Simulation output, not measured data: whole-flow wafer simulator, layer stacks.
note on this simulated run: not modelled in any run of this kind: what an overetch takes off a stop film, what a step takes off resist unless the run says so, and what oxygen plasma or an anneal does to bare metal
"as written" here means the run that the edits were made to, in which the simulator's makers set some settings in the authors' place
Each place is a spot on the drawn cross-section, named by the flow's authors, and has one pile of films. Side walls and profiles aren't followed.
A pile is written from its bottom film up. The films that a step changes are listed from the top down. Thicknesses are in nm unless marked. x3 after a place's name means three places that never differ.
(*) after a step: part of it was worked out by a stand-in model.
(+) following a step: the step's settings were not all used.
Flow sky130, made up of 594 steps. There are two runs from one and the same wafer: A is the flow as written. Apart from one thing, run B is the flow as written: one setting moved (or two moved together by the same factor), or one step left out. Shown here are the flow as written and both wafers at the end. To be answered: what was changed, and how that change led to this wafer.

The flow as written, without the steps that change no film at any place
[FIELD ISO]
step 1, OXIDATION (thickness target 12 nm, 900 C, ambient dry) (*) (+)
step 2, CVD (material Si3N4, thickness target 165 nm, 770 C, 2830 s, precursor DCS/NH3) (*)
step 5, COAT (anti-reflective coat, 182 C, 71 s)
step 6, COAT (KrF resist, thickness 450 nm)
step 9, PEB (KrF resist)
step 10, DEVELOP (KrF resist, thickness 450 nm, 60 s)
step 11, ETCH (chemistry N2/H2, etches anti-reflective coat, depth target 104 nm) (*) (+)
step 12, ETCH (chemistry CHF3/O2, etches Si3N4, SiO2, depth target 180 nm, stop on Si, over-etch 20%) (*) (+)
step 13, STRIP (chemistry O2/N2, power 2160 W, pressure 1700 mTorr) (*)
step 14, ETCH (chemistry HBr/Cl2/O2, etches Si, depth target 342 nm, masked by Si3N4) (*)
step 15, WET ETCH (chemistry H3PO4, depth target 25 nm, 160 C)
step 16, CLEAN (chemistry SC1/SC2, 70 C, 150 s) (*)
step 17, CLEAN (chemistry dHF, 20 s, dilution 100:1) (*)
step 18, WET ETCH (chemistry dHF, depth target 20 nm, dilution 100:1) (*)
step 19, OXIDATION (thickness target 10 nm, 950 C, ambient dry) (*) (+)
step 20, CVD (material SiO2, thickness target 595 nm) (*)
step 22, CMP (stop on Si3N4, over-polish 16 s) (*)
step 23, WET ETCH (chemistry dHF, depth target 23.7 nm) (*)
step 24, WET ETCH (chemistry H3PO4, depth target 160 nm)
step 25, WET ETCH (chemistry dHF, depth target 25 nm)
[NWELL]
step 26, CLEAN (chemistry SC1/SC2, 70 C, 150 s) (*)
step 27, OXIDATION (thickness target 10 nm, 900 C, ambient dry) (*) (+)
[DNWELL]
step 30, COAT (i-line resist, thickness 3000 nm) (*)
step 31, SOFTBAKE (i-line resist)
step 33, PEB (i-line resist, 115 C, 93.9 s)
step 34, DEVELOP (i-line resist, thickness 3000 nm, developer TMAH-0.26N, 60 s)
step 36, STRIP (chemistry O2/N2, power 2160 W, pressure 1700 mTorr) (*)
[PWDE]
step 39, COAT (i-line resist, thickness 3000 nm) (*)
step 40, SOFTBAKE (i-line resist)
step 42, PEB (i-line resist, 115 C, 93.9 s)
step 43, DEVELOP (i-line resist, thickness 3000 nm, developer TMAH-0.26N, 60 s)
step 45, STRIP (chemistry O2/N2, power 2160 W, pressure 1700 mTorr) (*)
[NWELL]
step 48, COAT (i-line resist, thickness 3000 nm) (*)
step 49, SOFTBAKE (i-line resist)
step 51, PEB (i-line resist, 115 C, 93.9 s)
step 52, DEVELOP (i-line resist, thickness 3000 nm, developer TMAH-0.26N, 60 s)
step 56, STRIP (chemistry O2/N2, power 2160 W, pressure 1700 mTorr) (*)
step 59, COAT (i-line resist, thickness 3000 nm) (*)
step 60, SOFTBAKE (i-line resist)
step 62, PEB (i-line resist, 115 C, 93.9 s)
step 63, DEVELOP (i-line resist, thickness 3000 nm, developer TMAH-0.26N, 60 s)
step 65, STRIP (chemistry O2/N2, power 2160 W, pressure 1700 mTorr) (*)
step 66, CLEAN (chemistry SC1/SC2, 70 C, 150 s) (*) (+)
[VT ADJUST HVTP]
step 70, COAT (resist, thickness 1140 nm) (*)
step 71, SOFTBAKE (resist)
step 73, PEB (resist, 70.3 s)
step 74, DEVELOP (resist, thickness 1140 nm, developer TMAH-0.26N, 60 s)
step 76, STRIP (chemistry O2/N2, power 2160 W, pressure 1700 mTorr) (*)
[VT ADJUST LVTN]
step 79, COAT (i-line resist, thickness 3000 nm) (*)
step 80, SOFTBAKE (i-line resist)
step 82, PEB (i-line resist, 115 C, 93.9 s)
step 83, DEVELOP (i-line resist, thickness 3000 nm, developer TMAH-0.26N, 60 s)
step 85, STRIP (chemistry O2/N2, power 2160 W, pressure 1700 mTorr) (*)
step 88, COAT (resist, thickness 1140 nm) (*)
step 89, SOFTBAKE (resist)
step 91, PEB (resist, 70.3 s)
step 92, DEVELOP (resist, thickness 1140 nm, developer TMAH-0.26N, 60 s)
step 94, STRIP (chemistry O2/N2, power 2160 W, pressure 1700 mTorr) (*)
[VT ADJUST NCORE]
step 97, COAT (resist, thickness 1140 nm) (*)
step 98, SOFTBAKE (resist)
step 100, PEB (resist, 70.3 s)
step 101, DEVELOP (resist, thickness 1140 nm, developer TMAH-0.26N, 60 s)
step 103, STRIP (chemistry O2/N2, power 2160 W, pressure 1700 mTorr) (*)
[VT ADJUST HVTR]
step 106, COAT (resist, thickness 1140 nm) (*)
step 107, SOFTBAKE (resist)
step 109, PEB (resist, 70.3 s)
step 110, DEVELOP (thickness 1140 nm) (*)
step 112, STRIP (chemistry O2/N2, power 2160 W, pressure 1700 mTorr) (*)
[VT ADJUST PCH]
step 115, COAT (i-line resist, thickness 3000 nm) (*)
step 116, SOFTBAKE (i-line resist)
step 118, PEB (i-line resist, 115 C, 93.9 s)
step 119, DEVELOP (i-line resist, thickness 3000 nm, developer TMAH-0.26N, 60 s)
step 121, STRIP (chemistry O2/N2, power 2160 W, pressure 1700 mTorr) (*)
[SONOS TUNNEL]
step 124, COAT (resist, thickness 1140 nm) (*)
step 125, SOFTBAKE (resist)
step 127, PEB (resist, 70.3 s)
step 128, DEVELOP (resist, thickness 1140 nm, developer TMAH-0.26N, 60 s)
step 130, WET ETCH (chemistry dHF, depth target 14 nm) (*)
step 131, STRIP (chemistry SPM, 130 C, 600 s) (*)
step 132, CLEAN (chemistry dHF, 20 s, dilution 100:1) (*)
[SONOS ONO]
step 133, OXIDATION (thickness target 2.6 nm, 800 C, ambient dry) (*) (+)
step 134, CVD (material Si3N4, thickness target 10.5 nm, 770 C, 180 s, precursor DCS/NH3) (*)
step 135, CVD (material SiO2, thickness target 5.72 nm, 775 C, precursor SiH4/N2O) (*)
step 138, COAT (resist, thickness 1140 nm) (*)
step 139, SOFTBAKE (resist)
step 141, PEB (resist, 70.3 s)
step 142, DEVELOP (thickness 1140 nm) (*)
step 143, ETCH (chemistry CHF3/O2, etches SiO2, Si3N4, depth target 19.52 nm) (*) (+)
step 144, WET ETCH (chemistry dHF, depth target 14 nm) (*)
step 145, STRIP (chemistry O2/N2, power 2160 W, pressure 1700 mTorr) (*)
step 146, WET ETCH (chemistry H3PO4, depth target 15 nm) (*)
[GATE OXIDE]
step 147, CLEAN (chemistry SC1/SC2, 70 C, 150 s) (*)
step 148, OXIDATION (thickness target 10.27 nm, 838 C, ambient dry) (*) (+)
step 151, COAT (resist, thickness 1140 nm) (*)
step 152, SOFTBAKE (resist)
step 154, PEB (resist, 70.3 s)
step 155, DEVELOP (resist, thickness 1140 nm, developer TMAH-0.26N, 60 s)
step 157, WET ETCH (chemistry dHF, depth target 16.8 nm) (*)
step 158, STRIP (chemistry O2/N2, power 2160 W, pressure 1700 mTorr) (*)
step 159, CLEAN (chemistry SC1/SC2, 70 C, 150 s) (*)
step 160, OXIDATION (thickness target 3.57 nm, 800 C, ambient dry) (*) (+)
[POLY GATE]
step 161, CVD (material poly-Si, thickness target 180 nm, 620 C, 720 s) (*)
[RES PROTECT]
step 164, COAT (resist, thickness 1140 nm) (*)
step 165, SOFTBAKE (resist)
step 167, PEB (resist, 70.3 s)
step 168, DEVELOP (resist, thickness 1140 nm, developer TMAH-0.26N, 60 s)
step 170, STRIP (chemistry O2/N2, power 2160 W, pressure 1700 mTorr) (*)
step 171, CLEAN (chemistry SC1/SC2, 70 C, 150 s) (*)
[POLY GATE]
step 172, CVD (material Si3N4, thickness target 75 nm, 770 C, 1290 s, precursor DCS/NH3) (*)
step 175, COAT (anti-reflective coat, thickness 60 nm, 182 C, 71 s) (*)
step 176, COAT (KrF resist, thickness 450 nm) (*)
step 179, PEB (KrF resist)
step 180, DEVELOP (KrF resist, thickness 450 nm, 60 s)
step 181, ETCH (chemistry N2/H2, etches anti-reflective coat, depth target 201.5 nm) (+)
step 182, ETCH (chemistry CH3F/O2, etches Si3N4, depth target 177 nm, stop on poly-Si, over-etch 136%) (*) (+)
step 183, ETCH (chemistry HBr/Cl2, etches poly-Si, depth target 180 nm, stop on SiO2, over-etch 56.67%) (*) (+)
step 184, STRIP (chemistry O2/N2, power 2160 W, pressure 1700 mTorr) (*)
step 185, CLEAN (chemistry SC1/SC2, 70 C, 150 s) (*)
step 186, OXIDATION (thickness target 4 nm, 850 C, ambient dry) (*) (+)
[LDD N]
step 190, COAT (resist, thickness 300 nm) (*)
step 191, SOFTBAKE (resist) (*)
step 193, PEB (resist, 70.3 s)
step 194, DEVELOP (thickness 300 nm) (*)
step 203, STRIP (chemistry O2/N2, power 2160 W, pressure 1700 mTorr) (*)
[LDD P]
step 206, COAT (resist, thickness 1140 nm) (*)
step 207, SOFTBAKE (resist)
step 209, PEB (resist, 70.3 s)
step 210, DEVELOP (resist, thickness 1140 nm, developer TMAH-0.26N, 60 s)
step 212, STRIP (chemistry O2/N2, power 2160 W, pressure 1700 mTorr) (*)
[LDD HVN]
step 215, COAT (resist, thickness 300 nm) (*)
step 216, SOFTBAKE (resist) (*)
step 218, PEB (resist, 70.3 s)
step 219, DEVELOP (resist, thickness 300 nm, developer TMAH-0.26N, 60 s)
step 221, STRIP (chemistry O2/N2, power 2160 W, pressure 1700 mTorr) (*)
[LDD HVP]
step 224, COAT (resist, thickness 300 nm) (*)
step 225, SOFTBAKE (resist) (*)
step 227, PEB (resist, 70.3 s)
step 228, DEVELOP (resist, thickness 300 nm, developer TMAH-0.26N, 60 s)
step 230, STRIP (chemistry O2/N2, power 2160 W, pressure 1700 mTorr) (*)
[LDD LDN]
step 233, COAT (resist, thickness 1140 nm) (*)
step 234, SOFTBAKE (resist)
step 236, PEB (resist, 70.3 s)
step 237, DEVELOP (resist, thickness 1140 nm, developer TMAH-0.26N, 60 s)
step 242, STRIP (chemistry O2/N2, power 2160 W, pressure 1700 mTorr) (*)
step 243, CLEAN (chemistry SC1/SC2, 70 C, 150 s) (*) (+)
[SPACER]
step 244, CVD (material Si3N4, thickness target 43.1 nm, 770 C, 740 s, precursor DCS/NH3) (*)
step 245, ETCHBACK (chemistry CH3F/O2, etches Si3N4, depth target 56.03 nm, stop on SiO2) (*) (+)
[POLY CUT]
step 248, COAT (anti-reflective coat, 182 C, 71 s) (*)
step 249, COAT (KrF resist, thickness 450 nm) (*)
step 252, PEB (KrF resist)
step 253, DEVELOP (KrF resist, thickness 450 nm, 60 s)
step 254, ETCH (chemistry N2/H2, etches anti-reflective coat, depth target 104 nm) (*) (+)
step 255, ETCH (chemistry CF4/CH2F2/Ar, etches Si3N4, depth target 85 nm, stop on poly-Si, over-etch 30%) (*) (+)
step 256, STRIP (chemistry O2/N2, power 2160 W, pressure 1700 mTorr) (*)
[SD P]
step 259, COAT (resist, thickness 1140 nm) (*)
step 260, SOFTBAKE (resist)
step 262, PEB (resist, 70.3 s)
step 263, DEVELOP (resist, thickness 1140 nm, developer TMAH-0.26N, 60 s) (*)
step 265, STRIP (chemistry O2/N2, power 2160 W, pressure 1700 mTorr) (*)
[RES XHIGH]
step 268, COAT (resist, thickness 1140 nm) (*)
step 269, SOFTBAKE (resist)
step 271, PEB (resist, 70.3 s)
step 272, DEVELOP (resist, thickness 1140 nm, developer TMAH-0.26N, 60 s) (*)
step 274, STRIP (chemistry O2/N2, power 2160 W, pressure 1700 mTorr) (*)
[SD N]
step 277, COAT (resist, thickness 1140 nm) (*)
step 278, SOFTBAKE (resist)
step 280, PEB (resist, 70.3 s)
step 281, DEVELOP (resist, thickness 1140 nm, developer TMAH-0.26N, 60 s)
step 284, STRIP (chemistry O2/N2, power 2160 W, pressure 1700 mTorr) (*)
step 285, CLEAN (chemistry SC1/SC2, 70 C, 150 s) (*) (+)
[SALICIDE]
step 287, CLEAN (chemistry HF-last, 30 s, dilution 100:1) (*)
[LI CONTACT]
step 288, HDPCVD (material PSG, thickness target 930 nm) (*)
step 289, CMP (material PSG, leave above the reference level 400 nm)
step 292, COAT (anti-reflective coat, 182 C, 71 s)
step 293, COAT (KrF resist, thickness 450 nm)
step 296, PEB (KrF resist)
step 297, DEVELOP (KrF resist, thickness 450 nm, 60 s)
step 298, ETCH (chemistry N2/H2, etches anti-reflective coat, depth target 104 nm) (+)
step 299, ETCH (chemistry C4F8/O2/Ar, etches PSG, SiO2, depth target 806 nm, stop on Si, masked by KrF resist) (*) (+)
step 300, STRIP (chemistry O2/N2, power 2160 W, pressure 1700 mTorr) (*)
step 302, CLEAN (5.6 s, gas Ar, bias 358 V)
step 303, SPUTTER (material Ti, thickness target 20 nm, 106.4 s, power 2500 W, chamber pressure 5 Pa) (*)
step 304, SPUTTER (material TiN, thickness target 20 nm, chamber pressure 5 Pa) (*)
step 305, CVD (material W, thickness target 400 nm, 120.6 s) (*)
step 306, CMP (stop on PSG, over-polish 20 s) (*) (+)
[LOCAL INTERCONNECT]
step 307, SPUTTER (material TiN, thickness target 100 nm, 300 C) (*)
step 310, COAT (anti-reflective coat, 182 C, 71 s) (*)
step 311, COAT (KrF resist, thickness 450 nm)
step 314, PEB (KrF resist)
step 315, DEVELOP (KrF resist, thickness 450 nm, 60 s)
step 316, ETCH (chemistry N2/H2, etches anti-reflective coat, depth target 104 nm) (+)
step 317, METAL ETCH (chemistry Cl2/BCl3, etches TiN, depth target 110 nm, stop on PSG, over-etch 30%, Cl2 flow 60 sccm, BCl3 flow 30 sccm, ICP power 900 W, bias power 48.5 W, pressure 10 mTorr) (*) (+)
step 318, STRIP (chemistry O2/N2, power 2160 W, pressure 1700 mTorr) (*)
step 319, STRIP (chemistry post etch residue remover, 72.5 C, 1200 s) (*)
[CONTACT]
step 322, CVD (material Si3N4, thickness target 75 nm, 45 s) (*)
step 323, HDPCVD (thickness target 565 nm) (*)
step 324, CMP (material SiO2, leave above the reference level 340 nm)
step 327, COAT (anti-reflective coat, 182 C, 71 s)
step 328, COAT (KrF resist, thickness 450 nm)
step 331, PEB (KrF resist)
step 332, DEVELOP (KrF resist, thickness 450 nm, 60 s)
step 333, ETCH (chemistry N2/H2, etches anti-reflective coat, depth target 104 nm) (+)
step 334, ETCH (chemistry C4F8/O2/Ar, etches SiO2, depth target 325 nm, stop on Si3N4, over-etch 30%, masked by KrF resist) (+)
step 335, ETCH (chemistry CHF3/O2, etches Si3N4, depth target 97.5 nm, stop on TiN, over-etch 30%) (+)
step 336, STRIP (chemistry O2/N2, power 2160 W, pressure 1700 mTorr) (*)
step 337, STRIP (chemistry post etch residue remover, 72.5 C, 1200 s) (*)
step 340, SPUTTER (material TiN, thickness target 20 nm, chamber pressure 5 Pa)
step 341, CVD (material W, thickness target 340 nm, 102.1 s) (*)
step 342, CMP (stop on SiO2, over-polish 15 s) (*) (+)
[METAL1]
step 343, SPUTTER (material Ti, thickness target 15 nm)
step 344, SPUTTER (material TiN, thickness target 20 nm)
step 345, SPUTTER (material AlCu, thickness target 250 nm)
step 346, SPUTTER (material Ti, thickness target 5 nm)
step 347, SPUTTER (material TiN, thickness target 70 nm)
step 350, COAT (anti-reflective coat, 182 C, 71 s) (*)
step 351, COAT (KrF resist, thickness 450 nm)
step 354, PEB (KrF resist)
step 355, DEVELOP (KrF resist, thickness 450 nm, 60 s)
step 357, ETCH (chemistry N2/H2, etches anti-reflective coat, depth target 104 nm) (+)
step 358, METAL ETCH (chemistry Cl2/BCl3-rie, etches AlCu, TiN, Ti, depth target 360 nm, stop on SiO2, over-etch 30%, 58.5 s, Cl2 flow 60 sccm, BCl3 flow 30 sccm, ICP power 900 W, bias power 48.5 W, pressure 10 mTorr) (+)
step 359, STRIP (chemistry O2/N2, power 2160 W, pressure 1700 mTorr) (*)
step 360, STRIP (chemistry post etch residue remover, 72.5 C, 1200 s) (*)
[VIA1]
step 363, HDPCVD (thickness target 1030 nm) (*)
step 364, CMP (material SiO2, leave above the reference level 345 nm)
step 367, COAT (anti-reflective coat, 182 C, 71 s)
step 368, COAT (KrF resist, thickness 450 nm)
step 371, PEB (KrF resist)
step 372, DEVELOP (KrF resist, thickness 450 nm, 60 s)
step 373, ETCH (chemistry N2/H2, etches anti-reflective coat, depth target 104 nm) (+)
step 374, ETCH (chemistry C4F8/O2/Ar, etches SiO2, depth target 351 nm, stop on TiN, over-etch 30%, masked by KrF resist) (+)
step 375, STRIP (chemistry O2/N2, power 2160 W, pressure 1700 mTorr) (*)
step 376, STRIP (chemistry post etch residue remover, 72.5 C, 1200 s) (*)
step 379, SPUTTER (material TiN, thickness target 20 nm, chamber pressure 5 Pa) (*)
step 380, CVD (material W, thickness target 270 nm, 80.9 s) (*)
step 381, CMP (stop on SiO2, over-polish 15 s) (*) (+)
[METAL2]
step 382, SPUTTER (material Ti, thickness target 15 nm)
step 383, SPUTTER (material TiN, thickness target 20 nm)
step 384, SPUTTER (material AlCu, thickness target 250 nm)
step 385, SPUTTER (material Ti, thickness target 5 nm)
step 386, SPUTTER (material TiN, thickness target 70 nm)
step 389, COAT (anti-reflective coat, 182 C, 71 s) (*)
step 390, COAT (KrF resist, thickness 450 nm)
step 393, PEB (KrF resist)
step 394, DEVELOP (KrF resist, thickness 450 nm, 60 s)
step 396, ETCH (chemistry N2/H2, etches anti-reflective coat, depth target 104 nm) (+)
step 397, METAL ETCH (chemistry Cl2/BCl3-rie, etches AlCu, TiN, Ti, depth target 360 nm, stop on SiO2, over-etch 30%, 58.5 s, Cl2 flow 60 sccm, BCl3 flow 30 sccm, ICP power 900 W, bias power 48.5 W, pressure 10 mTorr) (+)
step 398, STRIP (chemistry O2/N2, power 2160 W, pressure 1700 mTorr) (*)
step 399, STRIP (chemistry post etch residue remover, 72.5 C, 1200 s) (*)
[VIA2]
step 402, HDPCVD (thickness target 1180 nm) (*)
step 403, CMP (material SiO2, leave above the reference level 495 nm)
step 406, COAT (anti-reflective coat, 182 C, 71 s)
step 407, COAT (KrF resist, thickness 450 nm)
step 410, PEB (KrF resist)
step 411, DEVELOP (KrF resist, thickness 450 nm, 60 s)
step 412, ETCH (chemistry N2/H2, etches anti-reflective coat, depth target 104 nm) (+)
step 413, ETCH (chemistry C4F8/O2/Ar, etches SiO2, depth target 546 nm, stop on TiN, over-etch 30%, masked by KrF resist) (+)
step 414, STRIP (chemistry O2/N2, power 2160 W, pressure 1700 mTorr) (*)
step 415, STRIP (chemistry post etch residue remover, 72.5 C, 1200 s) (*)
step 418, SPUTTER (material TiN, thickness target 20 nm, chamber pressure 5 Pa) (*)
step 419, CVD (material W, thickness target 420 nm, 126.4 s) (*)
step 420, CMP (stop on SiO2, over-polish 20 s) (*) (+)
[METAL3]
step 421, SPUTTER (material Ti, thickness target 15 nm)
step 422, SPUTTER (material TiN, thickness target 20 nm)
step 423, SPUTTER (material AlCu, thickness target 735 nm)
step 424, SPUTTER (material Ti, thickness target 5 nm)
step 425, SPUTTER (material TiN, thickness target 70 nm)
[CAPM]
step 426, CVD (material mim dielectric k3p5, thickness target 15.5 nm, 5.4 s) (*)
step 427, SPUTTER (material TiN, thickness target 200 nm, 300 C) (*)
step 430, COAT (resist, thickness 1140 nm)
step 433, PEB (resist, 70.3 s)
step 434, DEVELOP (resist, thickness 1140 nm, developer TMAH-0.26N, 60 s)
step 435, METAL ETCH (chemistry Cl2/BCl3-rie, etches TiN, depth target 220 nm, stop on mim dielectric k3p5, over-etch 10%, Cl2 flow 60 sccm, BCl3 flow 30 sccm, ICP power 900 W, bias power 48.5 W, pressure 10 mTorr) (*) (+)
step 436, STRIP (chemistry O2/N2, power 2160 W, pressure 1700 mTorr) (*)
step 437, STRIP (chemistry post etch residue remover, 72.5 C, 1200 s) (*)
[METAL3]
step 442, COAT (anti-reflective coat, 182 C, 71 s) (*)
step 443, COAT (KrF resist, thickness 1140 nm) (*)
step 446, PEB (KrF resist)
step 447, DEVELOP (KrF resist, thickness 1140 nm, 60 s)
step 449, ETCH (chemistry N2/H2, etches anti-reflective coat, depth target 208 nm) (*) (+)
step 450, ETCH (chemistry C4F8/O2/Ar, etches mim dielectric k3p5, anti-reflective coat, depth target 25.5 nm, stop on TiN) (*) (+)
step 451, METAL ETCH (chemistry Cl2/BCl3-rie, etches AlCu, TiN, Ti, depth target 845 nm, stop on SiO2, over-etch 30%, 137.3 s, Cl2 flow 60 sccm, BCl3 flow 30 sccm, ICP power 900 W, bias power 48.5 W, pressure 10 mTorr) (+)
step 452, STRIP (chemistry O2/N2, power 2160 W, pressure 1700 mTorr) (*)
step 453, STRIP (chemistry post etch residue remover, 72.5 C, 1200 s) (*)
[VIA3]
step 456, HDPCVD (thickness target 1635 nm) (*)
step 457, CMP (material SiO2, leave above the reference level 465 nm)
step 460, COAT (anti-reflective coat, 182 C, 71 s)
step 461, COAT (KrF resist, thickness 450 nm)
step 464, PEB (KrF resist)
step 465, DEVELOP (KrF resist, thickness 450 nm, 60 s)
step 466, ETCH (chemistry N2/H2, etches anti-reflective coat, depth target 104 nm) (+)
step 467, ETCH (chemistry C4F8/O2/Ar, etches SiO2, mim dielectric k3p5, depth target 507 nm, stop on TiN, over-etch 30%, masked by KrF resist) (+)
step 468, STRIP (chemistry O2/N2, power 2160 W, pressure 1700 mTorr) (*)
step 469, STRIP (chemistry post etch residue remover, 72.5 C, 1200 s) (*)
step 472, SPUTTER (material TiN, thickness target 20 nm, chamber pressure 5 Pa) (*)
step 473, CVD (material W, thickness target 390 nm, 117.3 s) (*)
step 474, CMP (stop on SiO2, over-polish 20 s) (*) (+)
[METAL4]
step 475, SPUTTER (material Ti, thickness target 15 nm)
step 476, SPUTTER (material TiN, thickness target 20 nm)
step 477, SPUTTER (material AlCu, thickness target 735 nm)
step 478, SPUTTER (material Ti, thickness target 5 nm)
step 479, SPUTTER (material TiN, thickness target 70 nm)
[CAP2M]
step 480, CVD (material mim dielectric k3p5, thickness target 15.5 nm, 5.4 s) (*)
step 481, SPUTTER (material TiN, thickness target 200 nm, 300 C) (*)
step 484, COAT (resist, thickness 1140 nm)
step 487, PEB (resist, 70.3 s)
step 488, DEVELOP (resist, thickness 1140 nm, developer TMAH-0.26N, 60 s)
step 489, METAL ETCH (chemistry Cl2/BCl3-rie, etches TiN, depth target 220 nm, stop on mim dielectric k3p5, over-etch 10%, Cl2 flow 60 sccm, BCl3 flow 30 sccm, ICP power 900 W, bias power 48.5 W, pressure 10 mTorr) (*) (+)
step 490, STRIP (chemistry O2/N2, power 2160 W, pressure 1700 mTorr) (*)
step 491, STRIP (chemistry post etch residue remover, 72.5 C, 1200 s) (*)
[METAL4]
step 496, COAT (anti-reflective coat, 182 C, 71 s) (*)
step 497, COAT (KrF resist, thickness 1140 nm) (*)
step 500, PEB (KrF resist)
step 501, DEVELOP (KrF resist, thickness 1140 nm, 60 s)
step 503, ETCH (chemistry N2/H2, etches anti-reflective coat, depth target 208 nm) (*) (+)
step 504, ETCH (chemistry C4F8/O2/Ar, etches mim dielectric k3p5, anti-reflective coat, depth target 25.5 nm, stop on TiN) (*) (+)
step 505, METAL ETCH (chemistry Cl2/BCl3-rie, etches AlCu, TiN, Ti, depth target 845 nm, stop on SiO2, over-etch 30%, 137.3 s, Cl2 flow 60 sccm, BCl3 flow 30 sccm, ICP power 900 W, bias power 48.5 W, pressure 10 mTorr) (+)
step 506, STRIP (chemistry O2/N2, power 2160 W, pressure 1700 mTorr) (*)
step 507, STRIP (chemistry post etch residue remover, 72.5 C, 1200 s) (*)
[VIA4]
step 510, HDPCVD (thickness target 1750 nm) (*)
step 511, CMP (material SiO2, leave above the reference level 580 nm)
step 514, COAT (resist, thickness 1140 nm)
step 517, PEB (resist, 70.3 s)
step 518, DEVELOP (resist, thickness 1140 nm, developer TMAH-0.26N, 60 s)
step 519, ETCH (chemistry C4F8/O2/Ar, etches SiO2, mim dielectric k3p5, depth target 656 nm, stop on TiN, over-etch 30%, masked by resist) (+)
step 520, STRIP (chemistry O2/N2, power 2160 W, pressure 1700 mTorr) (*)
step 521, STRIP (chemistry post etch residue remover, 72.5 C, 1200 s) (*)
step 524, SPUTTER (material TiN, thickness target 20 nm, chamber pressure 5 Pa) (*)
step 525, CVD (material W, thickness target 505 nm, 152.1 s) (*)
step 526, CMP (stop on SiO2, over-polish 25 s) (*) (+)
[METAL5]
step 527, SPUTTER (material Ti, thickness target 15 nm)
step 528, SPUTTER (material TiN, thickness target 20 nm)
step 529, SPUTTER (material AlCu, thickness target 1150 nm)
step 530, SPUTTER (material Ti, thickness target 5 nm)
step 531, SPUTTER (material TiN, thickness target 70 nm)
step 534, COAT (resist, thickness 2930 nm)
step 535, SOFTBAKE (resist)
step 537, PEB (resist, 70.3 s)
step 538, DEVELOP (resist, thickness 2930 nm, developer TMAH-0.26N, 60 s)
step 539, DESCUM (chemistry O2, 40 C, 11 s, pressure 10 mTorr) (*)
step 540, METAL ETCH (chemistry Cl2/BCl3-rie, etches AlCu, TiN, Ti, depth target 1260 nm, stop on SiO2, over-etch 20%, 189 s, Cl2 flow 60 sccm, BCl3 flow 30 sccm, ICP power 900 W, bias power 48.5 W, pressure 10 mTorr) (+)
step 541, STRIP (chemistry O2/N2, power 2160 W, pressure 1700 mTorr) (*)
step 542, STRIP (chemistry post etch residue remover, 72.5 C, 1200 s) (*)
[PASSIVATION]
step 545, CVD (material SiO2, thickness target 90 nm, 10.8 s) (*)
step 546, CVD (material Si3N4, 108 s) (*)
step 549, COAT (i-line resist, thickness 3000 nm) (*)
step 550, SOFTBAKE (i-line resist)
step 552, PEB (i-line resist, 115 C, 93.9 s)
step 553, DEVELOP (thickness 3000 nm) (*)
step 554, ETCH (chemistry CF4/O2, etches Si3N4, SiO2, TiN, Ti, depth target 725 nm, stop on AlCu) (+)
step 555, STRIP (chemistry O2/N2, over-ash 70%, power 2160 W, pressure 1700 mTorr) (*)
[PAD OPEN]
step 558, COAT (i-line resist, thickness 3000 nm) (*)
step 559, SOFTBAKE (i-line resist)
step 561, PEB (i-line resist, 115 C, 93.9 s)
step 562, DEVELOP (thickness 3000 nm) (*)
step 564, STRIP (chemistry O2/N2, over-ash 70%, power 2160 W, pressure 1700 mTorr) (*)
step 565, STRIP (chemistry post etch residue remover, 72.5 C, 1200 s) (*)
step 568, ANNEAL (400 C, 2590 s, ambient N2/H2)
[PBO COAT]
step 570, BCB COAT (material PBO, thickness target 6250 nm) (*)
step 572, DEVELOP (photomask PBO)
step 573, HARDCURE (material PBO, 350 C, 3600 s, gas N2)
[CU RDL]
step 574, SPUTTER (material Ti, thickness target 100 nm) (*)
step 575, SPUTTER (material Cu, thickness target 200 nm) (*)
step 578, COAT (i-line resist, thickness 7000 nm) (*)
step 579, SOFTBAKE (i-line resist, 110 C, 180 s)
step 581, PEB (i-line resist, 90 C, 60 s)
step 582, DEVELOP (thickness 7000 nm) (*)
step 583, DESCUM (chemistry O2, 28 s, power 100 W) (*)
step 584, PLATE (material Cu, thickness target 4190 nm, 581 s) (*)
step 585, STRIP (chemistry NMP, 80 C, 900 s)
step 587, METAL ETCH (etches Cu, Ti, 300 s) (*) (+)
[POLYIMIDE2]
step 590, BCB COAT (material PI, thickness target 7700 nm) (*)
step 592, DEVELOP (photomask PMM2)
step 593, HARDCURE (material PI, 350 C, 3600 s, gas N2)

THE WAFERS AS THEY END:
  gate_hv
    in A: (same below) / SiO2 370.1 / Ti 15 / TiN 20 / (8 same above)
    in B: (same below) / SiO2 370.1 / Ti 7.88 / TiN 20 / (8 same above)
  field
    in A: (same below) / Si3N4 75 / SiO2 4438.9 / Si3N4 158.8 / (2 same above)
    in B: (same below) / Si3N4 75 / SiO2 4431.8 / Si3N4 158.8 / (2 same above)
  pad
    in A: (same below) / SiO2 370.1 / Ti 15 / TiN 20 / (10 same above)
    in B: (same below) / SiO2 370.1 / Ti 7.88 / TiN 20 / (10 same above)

Cause: step 475, SPUTTER: thickness target 7.88 nm was run, though the flow has thickness target 15 nm.
One can read it off the wafer: gate_hv has Ti 7.88, and step 475 as written asks for 15 nm.

The path from the change to this, step by step:
  step 475, SPUTTER (material Ti, thickness target 15 nm)
      field, active, n_well and 189 more: A +15 Ti (new film) | B +7.88 Ti (new film)
  step 505, METAL ETCH (chemistry Cl2/BCl3-rie, etches AlCu, TiN, Ti, depth target 845 nm, stop on SiO2, over-etch 30%, 137.3 s, Cl2 flow 60 sccm, BCl3 flow 30 sccm, ICP power 900 W, bias power 48.5 W, pressure 10 mTorr) (+)
      field, gate, spacer and 68 more: A -70 TiN (all of it), -5 Ti (all of it), -735 AlCu (all of it), -20 TiN (all of it), -15 Ti (all of it), -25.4 SiO2 | B -70 TiN (all of it), -5 Ti (all of it), -735 AlCu (all of it), -20 TiN (all of it), -7.88 Ti (all of it), -26.1 SiO2
      active, vpp_iso1, mim_edge_plate and 14 more: A -70 TiN (all of it), -5 Ti (all of it), -735 AlCu (all of it), -20 TiN (all of it), -15 Ti (all of it), -25.3 SiO2 | B -70 TiN (all of it), -5 Ti (all of it), -735 AlCu (all of it), -20 TiN (all of it), -7.88 Ti (all of it), -26.1 SiO2
